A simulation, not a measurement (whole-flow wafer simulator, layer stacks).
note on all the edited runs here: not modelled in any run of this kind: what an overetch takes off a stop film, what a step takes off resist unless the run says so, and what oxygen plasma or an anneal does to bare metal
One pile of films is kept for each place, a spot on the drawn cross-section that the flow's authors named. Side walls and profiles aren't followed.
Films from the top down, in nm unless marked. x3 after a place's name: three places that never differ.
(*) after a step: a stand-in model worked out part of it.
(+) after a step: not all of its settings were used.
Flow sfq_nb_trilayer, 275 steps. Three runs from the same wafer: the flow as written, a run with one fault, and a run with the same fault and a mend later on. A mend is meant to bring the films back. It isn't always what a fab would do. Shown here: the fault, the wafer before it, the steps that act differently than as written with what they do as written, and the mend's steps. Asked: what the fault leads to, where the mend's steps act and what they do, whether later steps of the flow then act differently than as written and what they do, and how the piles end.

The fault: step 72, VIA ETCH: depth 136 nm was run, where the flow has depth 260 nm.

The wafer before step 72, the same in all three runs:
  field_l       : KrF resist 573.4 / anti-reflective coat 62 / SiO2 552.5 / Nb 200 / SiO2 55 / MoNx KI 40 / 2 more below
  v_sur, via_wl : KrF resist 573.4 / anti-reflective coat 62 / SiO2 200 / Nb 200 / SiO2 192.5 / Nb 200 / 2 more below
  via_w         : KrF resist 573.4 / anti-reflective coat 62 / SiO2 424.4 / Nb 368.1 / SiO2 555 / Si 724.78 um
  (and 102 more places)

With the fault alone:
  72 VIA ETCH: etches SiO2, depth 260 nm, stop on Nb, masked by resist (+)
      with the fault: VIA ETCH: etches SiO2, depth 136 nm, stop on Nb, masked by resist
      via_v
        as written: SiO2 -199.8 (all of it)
        with the fault: SiO2 -136
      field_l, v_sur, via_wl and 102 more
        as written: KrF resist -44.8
        with the fault: KrF resist -23.4
  Later steps of the flow that act differently than as written (3 more steps differ only slightly, by at most 2% or 0.5 nm, whichever is larger, and aren't shown):
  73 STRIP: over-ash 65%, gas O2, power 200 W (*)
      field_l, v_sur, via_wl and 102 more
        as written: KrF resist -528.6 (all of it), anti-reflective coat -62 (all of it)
        with the fault: KrF resist -550 (all of it), anti-reflective coat -62 (all of it)
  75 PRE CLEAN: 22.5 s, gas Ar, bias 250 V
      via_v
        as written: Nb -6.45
        with the fault: SiO2 -7.5
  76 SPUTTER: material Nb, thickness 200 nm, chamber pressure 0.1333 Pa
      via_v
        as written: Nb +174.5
        with the fault: Nb +187.2 (new film)
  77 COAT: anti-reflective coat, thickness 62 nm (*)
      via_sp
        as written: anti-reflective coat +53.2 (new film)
        with the fault: anti-reflective coat +54.4 (new film)
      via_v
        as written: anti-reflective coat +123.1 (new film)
        with the fault: anti-reflective coat +108.8 (new film)
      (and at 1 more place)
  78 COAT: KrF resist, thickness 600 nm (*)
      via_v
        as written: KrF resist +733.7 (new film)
        with the fault: KrF resist +682.6 (new film)
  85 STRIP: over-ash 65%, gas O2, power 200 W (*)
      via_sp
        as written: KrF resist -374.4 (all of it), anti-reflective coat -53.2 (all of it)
        with the fault: KrF resist -378.6 (all of it), anti-reflective coat -54.4 (all of it)
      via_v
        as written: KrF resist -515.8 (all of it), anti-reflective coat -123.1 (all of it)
        with the fault: KrF resist -464.8 (all of it), anti-reflective coat -108.8 (all of it)
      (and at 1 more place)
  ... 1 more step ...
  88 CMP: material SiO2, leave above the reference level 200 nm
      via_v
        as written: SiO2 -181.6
        with the fault: SiO2 -157.1
  At the end the piles differ from the flow's by more than 2% or 0.5 nm, whichever is larger, at via_v.
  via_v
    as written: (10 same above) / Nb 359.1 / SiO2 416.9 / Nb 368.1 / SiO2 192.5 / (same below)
    with the fault: (10 same above) / Nb 359.1 / SiO2 341.5 / Nb 187.2 / SiO2 56.3 / Nb 200 / SiO2 192.5 / (same below)

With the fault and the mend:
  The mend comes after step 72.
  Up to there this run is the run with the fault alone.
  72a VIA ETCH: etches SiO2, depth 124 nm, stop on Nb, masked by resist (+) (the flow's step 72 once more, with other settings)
      field_l, v_sur, via_wl and 102 more
        KrF resist -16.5
      via_v
        SiO2 -63.8 (all of it)
  No later step of the flow acts differently than as written, at any place that is followed, by more than 2% or 0.5 nm, whichever is larger.
  At the end the piles are the same as the flow's at every place that both follow.
